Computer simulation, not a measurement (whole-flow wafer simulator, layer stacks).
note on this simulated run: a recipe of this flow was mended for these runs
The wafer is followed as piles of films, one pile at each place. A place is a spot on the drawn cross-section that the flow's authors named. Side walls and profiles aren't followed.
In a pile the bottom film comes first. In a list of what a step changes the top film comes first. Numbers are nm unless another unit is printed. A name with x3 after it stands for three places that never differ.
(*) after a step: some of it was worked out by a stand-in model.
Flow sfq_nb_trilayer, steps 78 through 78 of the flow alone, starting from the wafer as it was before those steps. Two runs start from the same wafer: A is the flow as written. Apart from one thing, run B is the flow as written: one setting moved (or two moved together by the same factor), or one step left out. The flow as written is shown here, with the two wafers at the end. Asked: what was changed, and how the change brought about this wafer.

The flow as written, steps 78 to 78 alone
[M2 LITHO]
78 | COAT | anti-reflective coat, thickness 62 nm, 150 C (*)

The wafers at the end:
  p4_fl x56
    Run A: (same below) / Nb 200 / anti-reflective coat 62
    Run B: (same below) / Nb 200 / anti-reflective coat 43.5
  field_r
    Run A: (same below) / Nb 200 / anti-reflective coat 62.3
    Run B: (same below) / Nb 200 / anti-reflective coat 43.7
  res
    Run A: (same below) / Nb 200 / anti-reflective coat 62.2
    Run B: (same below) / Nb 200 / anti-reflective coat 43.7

The reason: step 78, COAT: thickness 43.5 nm was run, though the flow has thickness 62 nm.
The wafer itself shows it: p4_fl x56 has anti-reflective coat 43.5, and step 78 as written asks for 62 nm.

How this came from the change, step by step:
  78 | COAT | anti-reflective coat, thickness 62 nm, 150 C (*)
      p4_fl x56, wl_j_sl x16, l0r_line_l x3, m0r_space_l x2: A +62 anti-reflective coat (new film) | B +43.5 anti-reflective coat (new film)
      field_r, lsp_l, ln_m5, lsp_m, ln_m6, lsp_r, l0_sur, l0v: A +62.3 anti-reflective coat (new film) | B +43.7 anti-reflective coat (new film)
      (and at 21 other places as well)
